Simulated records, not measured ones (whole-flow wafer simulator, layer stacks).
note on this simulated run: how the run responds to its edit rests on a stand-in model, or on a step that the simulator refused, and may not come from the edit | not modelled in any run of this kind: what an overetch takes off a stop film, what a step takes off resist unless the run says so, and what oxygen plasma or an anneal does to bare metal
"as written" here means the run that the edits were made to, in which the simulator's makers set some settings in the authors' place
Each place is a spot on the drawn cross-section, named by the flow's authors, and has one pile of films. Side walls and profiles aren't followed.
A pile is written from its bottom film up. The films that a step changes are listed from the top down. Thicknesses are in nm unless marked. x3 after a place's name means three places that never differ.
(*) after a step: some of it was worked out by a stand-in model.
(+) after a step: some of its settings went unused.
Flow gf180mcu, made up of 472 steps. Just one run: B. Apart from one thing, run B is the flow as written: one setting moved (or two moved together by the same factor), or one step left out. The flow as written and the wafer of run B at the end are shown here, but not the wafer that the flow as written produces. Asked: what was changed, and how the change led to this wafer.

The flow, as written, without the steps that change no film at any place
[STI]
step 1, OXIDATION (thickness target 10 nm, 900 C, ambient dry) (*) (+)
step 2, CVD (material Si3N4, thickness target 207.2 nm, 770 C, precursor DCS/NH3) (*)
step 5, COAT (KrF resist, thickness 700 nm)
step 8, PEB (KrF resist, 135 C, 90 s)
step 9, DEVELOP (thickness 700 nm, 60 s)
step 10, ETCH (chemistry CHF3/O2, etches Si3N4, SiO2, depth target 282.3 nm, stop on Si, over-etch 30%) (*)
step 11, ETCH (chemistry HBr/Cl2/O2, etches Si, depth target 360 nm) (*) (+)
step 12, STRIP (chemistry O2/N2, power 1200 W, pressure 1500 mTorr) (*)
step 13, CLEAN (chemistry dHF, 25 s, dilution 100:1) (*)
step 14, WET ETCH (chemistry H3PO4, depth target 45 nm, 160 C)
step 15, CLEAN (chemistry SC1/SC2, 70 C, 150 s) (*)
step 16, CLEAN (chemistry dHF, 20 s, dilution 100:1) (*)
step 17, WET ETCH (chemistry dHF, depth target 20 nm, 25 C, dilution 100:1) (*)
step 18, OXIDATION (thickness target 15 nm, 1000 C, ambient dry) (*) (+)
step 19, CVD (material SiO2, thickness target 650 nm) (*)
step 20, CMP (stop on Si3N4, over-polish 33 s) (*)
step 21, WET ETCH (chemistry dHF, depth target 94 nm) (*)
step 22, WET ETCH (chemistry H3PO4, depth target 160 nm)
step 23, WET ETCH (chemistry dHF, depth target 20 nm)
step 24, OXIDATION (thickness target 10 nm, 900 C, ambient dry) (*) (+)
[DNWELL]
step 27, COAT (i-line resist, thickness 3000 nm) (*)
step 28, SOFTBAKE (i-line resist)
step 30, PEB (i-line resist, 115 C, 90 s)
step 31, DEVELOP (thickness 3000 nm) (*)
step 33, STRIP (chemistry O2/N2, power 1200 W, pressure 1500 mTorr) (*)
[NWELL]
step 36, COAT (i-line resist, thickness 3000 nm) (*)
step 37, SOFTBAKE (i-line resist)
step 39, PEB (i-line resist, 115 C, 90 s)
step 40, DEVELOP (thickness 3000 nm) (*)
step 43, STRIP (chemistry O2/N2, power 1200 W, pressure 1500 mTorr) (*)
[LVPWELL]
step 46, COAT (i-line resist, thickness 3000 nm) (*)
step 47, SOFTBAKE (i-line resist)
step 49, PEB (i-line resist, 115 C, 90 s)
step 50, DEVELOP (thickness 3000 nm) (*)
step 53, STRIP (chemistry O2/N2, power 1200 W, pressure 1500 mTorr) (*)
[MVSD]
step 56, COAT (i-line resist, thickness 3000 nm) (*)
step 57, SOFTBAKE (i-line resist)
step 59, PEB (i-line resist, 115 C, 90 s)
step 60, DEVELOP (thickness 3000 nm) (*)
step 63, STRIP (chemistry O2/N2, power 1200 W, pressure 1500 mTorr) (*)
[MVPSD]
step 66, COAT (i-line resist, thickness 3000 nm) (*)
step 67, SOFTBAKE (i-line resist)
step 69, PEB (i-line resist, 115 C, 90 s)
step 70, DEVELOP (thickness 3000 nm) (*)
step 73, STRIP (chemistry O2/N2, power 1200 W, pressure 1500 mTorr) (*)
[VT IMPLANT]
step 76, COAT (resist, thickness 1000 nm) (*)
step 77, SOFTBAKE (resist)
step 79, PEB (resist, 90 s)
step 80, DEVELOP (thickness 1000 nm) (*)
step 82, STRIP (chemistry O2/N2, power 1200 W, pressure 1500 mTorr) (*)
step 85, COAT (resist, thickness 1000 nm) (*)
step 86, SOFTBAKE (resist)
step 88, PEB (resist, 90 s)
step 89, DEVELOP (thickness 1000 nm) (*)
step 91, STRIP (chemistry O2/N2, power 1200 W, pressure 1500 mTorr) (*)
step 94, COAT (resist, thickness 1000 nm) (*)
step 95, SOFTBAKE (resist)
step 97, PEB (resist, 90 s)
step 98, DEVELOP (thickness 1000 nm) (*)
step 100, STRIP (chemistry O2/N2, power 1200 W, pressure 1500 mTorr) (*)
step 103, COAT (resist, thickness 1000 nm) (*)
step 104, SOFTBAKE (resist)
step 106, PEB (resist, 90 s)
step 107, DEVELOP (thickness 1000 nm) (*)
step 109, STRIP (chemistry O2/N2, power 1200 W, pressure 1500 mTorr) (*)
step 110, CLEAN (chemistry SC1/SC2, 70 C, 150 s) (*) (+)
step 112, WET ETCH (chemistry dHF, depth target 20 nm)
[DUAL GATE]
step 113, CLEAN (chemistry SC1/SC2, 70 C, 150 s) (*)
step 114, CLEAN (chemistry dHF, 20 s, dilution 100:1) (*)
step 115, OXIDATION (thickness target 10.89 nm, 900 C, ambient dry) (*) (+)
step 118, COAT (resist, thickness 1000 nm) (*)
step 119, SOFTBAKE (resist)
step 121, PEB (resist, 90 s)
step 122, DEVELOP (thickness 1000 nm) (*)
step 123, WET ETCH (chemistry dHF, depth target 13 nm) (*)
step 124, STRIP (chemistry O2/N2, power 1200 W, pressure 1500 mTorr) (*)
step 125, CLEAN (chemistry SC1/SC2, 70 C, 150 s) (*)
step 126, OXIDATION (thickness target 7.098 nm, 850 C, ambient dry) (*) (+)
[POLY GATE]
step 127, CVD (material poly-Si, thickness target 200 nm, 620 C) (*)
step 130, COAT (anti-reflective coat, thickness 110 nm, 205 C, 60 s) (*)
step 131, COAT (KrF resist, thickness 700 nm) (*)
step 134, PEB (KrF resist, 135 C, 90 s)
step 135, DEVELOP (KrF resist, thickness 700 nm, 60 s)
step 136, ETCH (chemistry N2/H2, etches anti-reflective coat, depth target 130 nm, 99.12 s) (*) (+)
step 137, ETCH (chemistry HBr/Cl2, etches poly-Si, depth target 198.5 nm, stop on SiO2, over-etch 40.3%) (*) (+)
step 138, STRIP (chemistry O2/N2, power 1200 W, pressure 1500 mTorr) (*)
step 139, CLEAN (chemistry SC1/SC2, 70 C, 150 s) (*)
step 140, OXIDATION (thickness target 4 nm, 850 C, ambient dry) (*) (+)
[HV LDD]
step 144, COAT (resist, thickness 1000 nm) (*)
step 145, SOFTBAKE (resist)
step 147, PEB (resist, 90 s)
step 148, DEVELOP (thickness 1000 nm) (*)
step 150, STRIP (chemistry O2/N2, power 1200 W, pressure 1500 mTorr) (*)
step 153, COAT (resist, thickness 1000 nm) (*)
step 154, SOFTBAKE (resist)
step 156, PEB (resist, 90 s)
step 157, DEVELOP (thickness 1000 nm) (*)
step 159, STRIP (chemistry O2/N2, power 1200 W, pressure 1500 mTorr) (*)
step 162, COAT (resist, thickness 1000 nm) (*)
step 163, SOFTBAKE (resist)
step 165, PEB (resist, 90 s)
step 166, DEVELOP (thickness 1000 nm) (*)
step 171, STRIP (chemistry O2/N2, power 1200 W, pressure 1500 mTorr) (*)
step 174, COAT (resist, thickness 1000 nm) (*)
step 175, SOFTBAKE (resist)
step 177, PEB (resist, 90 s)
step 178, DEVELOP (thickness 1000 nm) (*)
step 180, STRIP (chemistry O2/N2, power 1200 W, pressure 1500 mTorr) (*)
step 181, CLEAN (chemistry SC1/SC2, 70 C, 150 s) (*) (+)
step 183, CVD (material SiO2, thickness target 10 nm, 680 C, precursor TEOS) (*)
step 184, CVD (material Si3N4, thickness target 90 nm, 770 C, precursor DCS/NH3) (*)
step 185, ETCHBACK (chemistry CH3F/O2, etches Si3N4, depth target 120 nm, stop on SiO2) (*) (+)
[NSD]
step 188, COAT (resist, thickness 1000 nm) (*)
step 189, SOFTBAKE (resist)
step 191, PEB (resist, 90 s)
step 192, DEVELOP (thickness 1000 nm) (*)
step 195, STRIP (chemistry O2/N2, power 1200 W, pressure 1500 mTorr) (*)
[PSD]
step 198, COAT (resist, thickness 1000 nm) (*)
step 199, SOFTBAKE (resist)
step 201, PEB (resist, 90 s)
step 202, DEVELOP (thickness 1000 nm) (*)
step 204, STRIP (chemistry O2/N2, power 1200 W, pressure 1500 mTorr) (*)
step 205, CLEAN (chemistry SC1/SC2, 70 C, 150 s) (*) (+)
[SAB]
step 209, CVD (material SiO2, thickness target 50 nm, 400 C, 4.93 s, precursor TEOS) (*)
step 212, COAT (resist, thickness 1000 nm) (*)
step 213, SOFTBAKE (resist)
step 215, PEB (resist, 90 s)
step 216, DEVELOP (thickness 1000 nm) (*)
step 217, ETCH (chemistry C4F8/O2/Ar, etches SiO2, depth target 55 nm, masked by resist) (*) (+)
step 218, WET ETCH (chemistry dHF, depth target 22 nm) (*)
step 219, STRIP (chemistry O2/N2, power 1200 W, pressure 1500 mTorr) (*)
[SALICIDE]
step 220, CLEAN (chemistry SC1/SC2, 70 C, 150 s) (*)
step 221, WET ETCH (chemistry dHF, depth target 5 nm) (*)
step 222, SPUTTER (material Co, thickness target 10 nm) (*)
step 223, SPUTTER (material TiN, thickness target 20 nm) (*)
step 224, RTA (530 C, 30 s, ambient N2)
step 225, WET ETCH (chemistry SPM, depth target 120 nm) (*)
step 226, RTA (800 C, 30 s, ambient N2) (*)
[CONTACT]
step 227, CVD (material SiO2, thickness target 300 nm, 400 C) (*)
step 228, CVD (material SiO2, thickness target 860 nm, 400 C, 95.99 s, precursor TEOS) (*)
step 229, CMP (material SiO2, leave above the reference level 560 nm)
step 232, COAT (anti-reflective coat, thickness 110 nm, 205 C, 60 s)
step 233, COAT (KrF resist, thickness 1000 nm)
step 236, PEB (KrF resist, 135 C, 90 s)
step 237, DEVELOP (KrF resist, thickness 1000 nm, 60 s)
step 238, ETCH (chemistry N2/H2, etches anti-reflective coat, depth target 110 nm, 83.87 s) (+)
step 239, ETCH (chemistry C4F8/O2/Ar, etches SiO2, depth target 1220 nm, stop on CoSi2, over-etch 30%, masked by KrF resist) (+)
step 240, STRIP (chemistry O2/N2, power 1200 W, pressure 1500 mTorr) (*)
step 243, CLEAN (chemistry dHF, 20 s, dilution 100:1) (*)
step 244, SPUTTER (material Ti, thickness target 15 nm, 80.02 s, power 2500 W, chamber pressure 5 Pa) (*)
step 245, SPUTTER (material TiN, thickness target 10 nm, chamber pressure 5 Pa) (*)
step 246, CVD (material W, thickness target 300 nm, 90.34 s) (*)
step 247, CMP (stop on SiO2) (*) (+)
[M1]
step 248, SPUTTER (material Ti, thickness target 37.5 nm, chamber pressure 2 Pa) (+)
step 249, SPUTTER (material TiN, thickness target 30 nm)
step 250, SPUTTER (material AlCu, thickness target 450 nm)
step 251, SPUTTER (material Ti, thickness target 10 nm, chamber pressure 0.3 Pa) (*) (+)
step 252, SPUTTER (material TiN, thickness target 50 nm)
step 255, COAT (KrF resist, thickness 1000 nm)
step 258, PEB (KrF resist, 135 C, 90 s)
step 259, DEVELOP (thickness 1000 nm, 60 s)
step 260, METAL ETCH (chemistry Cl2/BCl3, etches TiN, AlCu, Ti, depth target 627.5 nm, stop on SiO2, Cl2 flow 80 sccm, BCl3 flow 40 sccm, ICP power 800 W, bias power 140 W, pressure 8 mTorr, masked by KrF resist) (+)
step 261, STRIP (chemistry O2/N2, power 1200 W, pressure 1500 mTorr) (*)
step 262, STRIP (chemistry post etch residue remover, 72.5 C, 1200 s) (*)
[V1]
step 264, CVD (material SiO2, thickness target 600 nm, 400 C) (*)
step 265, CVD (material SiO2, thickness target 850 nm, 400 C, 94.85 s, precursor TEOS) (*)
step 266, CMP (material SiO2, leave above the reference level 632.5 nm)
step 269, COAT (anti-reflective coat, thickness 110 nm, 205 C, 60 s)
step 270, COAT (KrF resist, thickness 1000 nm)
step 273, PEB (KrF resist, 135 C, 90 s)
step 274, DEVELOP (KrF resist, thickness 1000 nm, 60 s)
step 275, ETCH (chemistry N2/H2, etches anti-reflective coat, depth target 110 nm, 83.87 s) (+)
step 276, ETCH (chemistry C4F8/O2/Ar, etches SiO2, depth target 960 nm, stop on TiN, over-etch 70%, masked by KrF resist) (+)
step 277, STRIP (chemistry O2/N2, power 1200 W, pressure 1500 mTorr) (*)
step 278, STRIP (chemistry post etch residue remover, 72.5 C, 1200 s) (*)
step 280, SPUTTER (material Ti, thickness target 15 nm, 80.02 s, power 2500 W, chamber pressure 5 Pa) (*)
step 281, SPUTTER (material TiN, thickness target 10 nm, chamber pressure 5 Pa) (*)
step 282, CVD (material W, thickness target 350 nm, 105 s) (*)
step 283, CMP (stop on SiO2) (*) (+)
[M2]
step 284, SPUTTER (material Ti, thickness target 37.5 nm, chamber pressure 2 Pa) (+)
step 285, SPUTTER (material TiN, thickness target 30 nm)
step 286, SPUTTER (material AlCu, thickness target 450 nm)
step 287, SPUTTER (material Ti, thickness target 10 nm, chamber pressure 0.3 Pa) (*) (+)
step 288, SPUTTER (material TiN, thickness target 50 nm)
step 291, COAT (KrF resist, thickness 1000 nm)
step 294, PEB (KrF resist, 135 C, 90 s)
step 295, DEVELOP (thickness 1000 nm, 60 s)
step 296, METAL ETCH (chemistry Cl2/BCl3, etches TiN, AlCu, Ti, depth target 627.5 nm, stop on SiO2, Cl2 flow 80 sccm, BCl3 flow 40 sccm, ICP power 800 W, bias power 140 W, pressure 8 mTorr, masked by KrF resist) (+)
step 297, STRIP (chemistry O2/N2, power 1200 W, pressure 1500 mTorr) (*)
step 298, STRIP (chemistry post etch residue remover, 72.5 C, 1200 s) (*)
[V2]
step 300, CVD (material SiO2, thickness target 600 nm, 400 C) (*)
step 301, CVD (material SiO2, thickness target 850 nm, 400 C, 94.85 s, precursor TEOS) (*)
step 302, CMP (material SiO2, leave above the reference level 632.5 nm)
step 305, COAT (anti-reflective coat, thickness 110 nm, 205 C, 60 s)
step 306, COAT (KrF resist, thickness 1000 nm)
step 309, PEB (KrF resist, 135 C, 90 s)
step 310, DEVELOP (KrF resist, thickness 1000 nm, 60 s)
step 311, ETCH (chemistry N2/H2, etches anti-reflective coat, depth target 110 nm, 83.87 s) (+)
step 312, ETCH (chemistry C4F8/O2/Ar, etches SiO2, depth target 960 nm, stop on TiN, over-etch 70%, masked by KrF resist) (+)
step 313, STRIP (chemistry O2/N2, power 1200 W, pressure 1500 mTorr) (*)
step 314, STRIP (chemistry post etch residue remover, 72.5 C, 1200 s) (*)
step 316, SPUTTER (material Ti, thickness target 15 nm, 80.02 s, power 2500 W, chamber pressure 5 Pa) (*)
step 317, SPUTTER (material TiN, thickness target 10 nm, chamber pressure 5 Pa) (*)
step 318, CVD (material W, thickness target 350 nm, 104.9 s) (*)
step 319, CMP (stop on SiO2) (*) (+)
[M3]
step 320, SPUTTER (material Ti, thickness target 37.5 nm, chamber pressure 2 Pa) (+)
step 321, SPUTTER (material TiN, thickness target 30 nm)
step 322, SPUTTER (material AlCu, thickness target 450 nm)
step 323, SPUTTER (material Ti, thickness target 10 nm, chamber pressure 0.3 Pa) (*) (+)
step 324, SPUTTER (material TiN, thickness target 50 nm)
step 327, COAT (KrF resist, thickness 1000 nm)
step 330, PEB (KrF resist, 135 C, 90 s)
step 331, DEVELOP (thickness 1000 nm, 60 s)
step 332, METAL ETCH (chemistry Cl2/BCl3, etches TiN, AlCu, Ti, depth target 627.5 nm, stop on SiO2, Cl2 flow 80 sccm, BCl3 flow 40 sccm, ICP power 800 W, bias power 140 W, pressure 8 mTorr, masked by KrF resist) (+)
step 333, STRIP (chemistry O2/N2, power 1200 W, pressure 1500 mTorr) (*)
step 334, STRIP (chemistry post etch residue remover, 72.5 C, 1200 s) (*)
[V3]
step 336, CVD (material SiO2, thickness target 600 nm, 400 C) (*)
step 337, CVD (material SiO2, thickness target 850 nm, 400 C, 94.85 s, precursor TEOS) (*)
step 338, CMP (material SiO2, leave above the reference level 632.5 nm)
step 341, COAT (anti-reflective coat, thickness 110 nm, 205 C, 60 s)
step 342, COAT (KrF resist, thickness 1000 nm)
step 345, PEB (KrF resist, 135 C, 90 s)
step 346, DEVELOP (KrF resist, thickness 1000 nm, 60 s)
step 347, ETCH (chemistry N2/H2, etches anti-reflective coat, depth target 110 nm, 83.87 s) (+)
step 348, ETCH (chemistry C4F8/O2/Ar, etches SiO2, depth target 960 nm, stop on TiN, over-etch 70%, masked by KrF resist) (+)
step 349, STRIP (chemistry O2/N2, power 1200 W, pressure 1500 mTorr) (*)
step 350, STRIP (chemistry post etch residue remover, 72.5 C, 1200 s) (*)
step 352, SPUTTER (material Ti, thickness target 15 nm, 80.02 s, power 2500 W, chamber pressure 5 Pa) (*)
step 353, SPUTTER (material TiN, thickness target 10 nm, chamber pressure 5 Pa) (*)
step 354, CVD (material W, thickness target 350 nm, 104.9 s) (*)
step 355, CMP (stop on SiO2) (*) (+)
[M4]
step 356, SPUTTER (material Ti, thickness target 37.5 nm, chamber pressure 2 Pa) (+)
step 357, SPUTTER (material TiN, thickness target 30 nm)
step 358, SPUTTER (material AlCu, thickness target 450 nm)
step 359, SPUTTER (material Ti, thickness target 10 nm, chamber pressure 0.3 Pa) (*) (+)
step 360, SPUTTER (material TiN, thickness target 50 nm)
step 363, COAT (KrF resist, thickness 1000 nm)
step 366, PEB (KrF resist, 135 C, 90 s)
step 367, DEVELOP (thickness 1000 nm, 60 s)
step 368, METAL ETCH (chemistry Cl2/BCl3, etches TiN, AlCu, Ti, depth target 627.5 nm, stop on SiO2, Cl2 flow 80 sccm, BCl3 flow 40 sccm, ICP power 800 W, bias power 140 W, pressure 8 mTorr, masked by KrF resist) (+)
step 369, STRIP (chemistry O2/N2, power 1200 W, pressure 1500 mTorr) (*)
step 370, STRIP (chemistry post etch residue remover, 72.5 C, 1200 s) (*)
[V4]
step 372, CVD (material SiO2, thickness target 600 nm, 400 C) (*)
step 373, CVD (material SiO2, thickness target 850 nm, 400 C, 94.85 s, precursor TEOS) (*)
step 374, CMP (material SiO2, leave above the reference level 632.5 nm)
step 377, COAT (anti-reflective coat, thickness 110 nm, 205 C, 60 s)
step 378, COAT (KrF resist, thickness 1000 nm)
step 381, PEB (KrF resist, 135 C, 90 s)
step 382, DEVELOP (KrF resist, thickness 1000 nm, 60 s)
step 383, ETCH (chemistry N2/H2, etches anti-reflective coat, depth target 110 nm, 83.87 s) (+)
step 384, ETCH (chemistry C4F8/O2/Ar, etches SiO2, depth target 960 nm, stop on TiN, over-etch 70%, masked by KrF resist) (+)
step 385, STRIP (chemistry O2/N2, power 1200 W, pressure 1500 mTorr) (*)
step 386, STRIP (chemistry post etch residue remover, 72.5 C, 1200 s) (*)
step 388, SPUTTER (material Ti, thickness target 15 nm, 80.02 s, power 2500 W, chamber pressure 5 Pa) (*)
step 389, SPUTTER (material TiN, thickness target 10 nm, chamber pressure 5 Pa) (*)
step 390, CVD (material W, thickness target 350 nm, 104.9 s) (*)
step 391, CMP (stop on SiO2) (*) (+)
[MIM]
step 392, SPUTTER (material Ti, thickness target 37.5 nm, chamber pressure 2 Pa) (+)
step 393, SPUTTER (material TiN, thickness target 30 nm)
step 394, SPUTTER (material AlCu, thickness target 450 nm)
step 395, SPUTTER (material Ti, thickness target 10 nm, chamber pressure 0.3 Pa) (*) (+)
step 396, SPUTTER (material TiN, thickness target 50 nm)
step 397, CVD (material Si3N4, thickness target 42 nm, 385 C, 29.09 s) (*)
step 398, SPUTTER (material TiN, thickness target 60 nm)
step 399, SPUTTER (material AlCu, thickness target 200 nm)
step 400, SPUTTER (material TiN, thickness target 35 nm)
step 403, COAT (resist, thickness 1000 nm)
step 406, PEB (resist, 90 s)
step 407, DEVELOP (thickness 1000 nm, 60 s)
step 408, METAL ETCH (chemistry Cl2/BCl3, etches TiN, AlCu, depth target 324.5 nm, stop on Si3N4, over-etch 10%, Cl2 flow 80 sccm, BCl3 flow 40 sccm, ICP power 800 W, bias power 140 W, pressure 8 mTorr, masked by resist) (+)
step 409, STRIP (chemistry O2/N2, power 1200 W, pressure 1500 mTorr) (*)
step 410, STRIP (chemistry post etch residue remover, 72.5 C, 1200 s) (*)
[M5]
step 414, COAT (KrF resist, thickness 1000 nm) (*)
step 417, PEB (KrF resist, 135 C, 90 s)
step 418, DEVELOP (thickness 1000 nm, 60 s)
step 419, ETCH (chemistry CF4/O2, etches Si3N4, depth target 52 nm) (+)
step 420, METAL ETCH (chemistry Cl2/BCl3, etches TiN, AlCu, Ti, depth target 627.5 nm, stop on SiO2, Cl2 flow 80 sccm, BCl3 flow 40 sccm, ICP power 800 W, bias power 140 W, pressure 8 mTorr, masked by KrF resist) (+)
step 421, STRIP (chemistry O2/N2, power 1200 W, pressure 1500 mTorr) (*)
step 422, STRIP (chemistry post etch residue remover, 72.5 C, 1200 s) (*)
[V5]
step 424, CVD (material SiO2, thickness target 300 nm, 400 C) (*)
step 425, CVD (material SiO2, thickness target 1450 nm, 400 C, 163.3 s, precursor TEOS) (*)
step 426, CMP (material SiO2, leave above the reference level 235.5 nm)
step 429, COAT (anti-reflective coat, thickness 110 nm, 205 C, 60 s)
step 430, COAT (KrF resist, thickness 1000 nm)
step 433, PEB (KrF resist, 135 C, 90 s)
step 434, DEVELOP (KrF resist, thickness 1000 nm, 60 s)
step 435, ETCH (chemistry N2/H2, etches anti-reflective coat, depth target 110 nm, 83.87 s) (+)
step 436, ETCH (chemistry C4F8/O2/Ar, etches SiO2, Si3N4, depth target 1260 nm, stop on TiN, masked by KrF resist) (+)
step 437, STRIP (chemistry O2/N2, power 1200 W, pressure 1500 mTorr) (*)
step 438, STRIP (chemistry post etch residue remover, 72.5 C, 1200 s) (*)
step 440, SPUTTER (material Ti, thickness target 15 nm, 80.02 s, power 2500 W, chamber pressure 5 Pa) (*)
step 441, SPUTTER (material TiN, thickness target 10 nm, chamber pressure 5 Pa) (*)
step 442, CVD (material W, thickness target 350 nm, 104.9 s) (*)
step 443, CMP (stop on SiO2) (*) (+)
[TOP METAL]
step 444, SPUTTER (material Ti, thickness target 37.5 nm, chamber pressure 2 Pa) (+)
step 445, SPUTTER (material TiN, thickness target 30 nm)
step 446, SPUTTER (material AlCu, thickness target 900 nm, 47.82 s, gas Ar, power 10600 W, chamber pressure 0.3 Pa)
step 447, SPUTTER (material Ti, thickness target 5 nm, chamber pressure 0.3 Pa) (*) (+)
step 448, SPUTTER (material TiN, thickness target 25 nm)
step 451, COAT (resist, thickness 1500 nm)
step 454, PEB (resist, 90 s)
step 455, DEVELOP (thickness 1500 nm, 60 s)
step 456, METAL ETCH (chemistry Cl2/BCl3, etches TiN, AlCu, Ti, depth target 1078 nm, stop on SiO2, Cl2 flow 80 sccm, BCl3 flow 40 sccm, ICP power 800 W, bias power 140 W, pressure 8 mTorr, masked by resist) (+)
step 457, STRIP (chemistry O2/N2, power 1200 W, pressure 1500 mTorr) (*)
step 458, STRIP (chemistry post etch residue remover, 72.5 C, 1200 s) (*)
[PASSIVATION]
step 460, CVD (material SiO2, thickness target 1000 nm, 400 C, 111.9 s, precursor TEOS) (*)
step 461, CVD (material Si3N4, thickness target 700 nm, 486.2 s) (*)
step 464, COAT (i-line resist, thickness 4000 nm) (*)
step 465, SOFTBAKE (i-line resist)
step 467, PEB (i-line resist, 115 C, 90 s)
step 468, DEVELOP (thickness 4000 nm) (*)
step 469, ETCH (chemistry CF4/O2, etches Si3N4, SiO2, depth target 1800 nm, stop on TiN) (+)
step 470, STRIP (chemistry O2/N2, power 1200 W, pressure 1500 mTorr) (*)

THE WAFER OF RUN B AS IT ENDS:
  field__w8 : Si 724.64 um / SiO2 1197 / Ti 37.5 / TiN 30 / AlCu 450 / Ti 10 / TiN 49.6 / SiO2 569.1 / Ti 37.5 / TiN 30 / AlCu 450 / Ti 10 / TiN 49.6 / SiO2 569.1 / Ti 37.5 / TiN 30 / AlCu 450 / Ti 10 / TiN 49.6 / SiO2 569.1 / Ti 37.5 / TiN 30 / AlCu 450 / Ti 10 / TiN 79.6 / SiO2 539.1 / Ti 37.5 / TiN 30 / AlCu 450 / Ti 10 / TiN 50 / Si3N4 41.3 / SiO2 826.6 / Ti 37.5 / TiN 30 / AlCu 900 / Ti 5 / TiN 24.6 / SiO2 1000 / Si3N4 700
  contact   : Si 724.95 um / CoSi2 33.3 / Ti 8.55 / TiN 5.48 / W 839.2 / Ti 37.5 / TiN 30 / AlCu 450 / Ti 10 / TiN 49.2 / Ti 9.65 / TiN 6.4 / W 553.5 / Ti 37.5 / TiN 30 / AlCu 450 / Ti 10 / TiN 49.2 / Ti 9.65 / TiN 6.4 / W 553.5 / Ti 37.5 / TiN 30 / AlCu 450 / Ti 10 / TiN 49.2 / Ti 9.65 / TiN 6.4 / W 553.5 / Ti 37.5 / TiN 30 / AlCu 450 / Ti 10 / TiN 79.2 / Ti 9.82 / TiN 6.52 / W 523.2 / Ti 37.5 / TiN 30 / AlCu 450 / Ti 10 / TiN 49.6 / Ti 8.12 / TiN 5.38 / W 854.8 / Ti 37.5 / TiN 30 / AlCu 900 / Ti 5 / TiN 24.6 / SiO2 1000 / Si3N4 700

The reason: step 360, SPUTTER: thickness target 80 nm was run, while the flow as written has thickness target 50 nm.

Step by step, how the change led to this:
  step 360, SPUTTER (material TiN, thickness target 50 nm)
      field, field__w1, field__w2 and 108 more: +80 TiN (new film) (as written it would have been: +50 TiN (new film))
  step 368, METAL ETCH (chemistry Cl2/BCl3, etches TiN, AlCu, Ti, depth target 627.5 nm, stop on SiO2, Cl2 flow 80 sccm, BCl3 flow 40 sccm, ICP power 800 W, bias power 140 W, pressure 8 mTorr, masked by KrF resist) (+)
      field, field__w1, field__w2 and 103 more: -80 TiN (all of it), -10 Ti (all of it), -450 AlCu (all of it), -30 TiN (all of it), -37.5 Ti (all of it) (as written it would have been: -50 TiN (all of it), -10 Ti (all of it), -450 AlCu (all of it), -30 TiN (all of it), -37.5 Ti (all of it))
  step 374, CMP (material SiO2, leave above the reference level 632.5 nm)
      field__w8, contact, m1, m1__w1, m1_nw: -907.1 SiO2 (as written it would have been: -877.1 SiO2)
  step 384, ETCH (chemistry C4F8/O2/Ar, etches SiO2, depth target 960 nm, stop on TiN, over-etch 70%, masked by KrF resist) (+)
      field, field__w1, field__w2 and 107 more: -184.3 KrF resist (as written it would have been: -192 KrF resist)
      contact: -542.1 SiO2 (all of it) (as written it would have been: -572.1 SiO2 (all of it))
  step 390, CVD (material W, thickness target 350 nm, 104.9 s) (*)
      contact: +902 W (new film) (as written it would have been: +932.3 W (new film))
